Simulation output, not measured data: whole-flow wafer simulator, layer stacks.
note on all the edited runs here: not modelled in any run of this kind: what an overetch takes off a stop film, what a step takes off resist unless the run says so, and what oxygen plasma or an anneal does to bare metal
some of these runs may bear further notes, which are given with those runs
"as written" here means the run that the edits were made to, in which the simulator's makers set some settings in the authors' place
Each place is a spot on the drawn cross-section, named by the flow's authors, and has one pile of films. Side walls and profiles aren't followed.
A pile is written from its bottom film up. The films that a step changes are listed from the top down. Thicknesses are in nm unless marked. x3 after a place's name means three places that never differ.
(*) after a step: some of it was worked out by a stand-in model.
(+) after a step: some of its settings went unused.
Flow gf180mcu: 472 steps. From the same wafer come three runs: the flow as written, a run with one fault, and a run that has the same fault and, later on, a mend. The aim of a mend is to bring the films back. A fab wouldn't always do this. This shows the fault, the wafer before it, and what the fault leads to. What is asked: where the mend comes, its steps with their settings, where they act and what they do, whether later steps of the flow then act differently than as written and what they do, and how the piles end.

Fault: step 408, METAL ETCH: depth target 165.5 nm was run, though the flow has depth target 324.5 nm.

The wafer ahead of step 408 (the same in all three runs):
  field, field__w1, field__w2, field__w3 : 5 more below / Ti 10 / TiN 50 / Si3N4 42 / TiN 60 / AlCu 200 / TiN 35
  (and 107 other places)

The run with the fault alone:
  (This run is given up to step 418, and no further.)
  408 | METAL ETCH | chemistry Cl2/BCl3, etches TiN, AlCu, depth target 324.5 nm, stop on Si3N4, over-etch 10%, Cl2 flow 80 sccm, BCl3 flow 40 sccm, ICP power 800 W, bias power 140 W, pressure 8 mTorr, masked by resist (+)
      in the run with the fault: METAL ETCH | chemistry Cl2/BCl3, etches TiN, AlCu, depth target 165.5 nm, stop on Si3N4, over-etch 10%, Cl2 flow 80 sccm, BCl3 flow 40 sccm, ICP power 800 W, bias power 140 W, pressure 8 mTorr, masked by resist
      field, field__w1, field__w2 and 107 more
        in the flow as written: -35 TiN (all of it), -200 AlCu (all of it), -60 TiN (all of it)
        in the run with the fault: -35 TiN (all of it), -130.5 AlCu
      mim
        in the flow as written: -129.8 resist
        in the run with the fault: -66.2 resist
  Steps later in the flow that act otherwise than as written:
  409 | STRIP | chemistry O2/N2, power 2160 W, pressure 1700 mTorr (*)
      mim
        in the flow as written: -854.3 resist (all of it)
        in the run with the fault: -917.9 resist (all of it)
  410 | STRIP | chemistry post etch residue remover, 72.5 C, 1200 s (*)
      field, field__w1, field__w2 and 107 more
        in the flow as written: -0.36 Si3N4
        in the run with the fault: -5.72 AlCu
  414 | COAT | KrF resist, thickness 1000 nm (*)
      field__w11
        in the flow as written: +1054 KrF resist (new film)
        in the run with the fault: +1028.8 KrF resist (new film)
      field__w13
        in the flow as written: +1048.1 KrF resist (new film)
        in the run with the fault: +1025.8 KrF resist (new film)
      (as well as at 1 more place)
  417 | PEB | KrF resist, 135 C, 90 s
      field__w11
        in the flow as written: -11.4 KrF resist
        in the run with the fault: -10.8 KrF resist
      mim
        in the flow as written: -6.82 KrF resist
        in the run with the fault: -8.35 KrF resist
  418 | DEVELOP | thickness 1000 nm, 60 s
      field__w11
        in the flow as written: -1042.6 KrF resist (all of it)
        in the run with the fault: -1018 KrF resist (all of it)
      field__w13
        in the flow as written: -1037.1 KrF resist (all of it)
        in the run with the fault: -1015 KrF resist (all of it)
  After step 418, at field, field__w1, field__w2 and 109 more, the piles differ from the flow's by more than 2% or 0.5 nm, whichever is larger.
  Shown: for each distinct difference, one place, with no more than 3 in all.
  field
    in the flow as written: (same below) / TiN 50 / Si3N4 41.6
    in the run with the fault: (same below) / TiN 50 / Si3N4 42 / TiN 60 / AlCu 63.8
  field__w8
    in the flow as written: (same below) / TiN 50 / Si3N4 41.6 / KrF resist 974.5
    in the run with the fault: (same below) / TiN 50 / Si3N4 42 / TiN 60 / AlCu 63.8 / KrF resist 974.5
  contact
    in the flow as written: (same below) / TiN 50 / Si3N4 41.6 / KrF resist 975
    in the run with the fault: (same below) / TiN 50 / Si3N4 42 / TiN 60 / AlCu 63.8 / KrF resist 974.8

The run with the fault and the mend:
  The mend follows step 410.
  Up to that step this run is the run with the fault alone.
  410a | DEHYDRATE | 200 C, 60 s (the flow's step 401, run once more)
      leaves every film unchanged at each place that is followed
  410b | HMDS | 120 C, 60 s (the flow's step 402, run once more)
      leaves every film unchanged at each place that is followed
  410c | COAT | resist, thickness 1000 nm (*) (the flow's step 403, run once more)
      field__w8, m1__w1, iso_ptap_pw and 39 more
        +1000 resist (new film)
      field_sub__w1, field_sub__w5, n_well and 6 more
        +1000.6 resist (new film)
      field, ld_acc_p, ld_fp_p, ld_drift_p, ld_drn_p, ld_body_p_dnw, m1_nw
        +1001 resist (new film)
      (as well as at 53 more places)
  410d | SOFTBAKE | resist (the flow's step 404, run once more)
      field__w9, nplus_u
        -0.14 resist
      field__w2
        +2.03 resist
      field__w3
        +2.13 resist
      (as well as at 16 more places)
  410e | EXPOSE | photomask FuseTop (the flow's step 405, run once more)
      leaves every film unchanged at each place that is followed
  410f | PEB | resist, 70.3 s (the flow's step 406, run once more)
      field, field__w1, field__w5 and 97 more
        -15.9 resist
      field__w2, field__w3, field__w7, field__w12, pplus_u, ppoly_sal
        -16 resist
      field__w11, field__w13, ppoly_u, npoly_sal
        -16.1 resist
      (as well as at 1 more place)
  410g | DEVELOP | thickness 1000 nm, 60 s (the flow's step 407, run once more)
      field__w8, m1__w1, iso_ptap_pw and 39 more
        -984.1 resist (all of it)
      field, ld_acc_p, ld_fp_p, ld_drift_p, ld_drn_p, ld_body_p_dnw, m1_nw
        -985.1 resist (all of it)
      field_sub, field_sub__w2, field_sub__w3, field_sub__w4, ld_drn_n, ld_sd_p, ld_gate_p
        -985 resist (all of it)
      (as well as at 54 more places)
  410h | METAL ETCH | chemistry Cl2/BCl3, etches TiN, AlCu, depth target 159 nm, stop on Si3N4, over-etch 10%, Cl2 flow 80 sccm, BCl3 flow 40 sccm, ICP power 800 W, bias power 140 W, pressure 8 mTorr, masked by resist (+) (the flow's step 408, run once more with other settings)
      field, field__w1, field__w2 and 107 more
        -63.8 AlCu (all of it), -60 TiN (all of it)
      mim
        -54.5 resist
  410i | STRIP | chemistry O2/N2, power 2160 W, pressure 1700 mTorr (*) (the flow's step 409, run once more)
      mim
        -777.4 resist (all of it)
  410j | STRIP | chemistry post etch residue remover, 72.5 C, 1200 s (*) (the flow's step 410, run once more)
      field, field__w1, field__w2 and 107 more
        -0.36 Si3N4
      mim
        -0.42 TiN
  Every later step of the flow that is run acts as written, at every place that is followed, to within 2% or 0.5 nm, whichever is larger.
  At the end the piles are close to the flow's at the places that both follow, differing by at most 2% or 0.5 nm, whichever is larger.
